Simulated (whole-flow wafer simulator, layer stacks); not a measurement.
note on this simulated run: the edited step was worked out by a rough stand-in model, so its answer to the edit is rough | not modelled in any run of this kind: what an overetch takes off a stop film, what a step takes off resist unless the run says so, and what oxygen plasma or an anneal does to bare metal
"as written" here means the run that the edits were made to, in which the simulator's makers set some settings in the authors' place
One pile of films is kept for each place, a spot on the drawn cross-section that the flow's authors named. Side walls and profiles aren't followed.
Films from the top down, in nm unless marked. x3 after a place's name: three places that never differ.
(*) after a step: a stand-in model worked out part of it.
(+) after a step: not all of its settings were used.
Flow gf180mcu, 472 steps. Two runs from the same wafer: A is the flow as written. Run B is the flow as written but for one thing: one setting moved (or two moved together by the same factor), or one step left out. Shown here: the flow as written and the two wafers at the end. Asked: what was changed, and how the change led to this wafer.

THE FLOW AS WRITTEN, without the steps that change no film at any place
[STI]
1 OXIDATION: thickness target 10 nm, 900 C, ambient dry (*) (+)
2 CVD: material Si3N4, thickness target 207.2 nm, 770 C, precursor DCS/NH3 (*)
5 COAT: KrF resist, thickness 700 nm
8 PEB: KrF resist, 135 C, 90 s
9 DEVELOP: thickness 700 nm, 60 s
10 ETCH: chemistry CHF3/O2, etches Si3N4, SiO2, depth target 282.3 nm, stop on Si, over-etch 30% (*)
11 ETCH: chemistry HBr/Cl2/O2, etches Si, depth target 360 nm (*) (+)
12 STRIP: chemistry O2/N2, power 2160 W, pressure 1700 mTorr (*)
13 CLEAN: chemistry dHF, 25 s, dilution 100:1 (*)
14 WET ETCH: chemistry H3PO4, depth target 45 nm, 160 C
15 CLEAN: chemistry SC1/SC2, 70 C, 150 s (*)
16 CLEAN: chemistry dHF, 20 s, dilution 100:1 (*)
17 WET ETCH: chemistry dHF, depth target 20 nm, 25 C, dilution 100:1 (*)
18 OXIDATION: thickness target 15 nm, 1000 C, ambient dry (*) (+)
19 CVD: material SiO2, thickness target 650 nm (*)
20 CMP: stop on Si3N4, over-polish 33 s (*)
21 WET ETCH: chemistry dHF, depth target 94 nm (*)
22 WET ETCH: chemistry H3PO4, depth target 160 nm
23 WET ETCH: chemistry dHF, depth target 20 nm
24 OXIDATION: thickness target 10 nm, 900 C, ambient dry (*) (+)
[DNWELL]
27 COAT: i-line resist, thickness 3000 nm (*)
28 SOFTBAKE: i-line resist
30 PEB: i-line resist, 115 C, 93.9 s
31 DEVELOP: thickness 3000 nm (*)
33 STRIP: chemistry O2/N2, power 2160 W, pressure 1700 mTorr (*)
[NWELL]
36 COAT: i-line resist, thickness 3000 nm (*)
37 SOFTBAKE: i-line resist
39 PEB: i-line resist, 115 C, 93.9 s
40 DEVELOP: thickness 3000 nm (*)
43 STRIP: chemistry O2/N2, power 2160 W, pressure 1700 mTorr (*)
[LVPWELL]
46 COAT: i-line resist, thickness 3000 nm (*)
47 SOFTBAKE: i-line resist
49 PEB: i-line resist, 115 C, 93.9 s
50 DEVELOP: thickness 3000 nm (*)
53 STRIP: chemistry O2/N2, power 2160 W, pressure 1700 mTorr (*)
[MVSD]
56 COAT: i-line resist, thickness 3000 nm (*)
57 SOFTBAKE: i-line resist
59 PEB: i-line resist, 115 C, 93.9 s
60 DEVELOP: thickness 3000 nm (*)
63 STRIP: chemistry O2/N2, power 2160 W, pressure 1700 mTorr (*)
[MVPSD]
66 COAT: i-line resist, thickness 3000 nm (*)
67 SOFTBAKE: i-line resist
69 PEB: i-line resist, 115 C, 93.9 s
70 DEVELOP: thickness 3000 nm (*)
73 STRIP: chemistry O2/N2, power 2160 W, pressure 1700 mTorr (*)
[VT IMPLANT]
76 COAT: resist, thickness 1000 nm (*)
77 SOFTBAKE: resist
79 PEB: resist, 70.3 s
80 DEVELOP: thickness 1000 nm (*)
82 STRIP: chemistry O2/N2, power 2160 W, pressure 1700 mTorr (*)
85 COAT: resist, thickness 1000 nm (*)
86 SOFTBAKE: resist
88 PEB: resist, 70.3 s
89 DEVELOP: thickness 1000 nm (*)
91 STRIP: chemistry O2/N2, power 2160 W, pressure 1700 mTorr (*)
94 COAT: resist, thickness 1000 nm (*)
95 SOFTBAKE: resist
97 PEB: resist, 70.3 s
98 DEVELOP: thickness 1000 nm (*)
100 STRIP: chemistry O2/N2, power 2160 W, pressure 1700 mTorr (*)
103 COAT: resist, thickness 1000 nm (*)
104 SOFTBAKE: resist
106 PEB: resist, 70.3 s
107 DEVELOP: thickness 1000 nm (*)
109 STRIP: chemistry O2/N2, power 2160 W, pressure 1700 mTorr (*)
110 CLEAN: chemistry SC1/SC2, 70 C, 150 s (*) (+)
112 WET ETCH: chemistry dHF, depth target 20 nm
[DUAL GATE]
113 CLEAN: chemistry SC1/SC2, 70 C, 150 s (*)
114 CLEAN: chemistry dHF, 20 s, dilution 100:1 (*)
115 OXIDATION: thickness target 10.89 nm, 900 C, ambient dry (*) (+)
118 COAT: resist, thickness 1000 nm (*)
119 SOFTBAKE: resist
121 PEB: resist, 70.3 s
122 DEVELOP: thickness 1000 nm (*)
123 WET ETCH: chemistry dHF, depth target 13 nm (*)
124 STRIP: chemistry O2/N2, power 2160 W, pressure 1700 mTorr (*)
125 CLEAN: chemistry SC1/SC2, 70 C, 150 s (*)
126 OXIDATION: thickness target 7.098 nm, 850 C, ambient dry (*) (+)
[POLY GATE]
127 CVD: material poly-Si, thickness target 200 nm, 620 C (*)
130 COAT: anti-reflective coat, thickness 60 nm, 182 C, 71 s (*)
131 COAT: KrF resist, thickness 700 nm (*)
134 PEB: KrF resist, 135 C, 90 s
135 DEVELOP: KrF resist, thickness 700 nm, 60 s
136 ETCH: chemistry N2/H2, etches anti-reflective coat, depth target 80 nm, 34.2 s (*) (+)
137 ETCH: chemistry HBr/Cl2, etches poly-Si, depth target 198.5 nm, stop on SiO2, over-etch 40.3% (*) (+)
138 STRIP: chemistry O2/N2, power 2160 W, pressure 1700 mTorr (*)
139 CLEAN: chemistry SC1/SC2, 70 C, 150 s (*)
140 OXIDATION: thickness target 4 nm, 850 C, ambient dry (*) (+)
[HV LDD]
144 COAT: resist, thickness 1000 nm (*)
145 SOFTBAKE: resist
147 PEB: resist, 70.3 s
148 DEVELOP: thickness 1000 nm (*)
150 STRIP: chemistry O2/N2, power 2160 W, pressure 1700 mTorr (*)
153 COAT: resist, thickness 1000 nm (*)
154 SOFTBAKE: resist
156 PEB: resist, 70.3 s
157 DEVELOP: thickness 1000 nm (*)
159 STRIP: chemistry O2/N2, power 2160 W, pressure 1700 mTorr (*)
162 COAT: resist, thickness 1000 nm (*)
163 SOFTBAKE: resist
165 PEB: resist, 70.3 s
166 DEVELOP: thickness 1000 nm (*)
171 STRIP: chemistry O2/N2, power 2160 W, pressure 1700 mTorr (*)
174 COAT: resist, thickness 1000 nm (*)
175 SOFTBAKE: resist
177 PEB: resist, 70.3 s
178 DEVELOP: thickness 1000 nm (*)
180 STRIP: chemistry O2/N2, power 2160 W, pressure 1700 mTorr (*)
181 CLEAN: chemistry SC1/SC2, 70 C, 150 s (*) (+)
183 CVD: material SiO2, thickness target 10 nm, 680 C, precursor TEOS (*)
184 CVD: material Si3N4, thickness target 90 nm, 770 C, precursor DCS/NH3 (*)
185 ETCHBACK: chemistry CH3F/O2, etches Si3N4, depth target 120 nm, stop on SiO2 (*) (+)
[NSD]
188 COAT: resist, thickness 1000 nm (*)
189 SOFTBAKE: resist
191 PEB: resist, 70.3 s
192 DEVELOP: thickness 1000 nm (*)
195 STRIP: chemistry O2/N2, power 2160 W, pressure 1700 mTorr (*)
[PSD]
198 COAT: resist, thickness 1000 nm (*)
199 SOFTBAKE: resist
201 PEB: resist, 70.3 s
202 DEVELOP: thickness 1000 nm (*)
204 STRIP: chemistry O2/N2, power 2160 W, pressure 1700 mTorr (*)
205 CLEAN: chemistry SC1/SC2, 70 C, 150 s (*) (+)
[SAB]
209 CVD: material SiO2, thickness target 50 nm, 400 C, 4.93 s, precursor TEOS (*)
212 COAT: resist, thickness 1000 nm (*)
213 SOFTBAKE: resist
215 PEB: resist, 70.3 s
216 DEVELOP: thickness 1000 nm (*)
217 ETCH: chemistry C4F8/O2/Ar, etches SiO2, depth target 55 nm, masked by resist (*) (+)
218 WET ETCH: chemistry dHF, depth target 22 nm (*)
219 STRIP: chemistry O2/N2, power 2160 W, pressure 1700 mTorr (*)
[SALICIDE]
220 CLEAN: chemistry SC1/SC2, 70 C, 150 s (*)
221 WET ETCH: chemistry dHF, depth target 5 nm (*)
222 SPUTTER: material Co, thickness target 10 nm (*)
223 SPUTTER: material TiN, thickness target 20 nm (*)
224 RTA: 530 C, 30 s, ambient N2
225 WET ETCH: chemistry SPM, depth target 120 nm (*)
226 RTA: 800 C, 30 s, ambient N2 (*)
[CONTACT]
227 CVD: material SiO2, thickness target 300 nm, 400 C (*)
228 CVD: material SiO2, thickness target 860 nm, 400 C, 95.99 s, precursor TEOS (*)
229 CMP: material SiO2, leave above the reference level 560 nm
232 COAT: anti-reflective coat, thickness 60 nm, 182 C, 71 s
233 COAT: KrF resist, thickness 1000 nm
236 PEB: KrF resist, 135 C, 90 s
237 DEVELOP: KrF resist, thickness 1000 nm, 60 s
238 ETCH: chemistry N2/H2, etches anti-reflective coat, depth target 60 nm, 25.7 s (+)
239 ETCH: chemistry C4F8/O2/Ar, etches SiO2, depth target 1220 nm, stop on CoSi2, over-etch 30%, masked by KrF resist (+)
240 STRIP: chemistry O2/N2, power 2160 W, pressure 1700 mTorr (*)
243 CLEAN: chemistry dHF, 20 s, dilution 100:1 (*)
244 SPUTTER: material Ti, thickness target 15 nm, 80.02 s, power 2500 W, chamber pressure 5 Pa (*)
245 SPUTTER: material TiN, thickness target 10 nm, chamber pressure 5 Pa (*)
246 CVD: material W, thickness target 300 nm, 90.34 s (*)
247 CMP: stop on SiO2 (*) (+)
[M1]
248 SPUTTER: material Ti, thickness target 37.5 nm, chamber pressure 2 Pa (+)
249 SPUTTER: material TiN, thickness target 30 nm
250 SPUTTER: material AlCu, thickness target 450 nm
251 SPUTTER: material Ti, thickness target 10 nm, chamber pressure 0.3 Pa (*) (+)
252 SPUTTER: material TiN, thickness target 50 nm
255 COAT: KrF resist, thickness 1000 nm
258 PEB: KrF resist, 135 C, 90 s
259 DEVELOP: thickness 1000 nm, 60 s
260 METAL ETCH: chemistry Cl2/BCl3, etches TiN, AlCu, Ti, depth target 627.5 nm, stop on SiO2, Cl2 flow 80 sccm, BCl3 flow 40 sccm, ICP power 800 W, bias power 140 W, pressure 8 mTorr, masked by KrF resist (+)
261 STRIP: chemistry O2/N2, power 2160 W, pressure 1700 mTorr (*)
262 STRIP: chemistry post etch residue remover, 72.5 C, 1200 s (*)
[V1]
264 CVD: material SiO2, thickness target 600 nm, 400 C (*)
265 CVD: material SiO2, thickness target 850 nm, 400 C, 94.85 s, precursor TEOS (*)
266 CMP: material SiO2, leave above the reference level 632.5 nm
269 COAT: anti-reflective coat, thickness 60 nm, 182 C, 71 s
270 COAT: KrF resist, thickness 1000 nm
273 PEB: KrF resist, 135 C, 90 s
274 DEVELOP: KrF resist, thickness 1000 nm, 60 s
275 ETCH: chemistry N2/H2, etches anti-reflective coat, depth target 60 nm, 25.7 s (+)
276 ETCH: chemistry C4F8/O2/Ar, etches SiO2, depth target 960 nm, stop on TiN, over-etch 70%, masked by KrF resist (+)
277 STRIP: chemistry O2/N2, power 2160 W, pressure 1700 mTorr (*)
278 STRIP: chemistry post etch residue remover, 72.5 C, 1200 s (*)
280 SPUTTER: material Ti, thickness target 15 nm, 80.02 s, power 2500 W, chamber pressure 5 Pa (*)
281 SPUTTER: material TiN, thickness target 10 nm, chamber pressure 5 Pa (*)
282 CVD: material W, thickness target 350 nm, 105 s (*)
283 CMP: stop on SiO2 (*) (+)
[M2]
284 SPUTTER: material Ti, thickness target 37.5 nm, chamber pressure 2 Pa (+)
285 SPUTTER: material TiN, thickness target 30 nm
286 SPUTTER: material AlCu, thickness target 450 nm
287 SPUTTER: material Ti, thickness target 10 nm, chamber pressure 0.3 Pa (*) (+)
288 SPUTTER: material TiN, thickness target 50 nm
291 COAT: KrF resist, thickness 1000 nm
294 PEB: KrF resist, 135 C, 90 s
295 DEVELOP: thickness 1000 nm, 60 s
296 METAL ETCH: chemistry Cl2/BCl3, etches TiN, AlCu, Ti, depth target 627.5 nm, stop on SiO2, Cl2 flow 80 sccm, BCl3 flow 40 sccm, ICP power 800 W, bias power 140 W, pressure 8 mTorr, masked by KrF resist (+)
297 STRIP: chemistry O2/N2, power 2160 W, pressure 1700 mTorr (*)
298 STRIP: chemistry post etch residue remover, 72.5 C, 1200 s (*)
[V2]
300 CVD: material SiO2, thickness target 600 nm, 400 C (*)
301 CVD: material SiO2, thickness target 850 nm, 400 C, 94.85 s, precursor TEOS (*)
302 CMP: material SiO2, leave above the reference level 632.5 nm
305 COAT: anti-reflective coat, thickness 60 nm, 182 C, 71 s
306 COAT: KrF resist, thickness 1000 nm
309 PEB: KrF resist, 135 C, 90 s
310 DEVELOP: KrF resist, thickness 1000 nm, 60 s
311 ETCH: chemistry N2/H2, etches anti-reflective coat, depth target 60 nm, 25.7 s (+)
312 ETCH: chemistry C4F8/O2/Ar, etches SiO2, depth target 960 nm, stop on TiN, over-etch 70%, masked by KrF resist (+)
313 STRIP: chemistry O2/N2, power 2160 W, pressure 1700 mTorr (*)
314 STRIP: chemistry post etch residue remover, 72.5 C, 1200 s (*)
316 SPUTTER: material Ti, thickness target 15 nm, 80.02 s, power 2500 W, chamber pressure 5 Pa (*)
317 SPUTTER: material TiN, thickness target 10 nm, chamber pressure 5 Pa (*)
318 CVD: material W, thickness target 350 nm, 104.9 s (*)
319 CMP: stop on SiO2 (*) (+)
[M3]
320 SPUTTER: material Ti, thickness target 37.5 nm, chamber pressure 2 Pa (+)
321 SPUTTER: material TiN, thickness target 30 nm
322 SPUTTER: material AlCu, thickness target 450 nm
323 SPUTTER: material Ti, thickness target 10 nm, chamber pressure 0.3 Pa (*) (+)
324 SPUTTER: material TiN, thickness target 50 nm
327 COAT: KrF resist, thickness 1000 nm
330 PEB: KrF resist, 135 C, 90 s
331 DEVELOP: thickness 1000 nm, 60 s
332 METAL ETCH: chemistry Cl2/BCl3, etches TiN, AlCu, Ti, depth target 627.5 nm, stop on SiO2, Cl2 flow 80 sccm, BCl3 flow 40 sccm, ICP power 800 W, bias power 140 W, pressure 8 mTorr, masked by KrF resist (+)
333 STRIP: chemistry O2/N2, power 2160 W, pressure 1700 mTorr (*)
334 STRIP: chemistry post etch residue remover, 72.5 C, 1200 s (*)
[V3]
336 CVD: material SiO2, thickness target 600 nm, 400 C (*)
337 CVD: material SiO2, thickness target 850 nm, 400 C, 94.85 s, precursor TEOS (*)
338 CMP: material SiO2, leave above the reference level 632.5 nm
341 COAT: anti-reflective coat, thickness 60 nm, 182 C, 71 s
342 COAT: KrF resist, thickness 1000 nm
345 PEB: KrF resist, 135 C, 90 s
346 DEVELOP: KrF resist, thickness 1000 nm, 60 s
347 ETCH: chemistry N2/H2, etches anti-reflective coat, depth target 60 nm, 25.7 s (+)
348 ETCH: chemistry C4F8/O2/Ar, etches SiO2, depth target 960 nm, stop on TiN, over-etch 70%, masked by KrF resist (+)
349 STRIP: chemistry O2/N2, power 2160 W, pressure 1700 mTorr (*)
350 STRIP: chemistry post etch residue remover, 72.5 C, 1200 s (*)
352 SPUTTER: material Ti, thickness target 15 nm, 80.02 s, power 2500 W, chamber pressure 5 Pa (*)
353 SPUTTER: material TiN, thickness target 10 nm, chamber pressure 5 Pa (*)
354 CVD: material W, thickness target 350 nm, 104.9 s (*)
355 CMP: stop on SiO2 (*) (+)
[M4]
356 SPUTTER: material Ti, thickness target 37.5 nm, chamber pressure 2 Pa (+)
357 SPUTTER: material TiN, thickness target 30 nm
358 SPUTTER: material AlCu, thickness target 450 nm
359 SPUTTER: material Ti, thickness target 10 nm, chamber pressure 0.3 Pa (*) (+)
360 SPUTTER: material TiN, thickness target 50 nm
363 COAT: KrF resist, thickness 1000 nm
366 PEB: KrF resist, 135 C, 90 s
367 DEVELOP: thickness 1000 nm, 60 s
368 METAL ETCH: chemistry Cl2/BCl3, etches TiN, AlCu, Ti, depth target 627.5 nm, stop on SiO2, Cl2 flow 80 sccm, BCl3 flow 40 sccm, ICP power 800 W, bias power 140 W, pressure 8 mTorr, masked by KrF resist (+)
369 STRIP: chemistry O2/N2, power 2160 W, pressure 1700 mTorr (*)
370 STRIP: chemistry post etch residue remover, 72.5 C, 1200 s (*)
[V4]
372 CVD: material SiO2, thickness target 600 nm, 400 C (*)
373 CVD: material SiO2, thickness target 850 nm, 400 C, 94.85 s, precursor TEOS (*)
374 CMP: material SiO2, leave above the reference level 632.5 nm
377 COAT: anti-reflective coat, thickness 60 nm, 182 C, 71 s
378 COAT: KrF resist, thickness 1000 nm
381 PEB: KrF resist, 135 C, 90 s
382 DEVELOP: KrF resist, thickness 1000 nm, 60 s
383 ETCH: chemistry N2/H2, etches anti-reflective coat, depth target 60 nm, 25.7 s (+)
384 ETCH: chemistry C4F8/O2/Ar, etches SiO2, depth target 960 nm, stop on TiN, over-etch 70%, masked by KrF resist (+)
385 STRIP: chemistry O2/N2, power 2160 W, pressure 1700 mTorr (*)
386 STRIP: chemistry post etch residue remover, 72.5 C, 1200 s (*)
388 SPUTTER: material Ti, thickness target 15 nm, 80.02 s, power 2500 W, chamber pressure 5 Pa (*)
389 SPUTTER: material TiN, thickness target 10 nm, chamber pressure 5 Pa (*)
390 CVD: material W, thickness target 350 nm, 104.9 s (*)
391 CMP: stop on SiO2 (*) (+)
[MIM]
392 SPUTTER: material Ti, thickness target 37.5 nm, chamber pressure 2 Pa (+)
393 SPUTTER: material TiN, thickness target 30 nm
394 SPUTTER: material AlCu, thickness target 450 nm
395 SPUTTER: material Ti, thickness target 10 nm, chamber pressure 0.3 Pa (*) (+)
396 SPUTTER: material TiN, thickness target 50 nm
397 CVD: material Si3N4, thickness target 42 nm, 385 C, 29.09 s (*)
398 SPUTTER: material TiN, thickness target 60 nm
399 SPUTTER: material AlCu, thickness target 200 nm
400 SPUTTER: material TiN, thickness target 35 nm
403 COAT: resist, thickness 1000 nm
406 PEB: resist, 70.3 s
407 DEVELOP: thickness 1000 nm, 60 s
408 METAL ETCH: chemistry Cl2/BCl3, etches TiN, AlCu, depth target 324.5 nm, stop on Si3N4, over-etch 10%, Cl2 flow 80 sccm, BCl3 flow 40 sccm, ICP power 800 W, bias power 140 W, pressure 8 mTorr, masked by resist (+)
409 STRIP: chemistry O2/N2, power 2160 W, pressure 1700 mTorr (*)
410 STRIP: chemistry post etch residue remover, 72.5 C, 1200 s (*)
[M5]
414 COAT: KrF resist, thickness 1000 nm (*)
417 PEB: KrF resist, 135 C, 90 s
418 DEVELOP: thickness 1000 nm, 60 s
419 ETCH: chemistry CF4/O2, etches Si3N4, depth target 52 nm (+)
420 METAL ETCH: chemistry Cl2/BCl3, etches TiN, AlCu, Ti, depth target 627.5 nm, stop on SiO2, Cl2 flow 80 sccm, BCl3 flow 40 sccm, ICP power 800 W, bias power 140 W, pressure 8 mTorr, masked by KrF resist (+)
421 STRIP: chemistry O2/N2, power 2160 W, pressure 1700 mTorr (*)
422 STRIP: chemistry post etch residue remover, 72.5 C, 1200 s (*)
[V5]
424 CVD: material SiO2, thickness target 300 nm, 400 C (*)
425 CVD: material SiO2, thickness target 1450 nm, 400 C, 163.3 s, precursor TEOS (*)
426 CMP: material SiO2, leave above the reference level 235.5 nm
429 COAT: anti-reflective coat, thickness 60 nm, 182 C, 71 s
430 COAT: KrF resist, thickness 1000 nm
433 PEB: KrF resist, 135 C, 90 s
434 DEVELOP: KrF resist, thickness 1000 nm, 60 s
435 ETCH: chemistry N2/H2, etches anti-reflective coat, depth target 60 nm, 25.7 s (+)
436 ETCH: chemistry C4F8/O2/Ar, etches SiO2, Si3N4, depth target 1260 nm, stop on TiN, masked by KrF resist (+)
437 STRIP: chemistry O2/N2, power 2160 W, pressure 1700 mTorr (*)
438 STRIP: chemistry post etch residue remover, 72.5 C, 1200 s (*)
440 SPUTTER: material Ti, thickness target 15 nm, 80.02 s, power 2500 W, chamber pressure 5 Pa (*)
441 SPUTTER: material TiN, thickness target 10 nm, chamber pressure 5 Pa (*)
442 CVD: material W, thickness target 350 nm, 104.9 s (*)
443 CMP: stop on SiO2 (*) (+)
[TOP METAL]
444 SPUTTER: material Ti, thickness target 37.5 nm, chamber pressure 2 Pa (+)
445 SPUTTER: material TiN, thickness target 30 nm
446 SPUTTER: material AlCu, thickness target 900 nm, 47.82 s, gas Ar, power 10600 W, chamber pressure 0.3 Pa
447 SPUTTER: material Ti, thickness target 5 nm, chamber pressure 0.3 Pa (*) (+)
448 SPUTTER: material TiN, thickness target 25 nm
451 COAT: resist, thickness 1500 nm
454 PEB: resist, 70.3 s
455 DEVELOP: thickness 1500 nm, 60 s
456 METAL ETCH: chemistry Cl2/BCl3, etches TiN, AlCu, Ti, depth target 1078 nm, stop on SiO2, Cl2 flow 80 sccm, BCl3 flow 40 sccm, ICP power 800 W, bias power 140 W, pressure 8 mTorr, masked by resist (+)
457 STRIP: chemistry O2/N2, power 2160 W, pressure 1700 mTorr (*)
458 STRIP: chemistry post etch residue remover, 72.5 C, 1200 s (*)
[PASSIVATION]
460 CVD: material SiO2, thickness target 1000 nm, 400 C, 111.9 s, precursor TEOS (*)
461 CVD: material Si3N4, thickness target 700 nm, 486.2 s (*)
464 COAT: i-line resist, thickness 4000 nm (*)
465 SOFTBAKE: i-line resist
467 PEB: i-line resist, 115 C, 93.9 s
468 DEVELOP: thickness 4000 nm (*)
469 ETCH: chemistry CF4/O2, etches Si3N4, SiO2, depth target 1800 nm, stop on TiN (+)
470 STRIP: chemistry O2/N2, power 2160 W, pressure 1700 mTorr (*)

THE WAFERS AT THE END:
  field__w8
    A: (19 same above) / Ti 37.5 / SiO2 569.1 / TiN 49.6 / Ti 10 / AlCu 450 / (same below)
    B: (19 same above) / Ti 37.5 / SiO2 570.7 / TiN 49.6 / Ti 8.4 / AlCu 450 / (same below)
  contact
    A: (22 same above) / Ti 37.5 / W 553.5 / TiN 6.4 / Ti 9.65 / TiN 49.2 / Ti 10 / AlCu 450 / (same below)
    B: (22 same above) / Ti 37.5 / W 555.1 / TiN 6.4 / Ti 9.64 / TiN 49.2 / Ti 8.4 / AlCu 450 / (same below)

The cause: step 323, SPUTTER: thickness target 8.4 nm was run, where the flow has thickness target 10 nm.
It can be read off the wafer: field__w8 has Ti 8.4, and step 323 as written asks for 10 nm.

How the change led to this, step by step:
  323 SPUTTER: material Ti, thickness target 10 nm, chamber pressure 0.3 Pa (*) (+)
      field, field__w1, field__w2 and 108 more: A Ti +10 (new film) | B Ti +8.4 (new film)
  332 METAL ETCH: chemistry Cl2/BCl3, etches TiN, AlCu, Ti, depth target 627.5 nm, stop on SiO2, Cl2 flow 80 sccm, BCl3 flow 40 sccm, ICP power 800 W, bias power 140 W, pressure 8 mTorr, masked by KrF resist (+)
      field, field__w1, field__w2 and 103 more: A TiN -50 (all of it), Ti -10 (all of it), AlCu -450 (all of it), TiN -30 (all of it), Ti -37.5 (all of it) | B TiN -50 (all of it), Ti -8.4 (all of it), AlCu -450 (all of it), TiN -30 (all of it), Ti -37.5 (all of it)
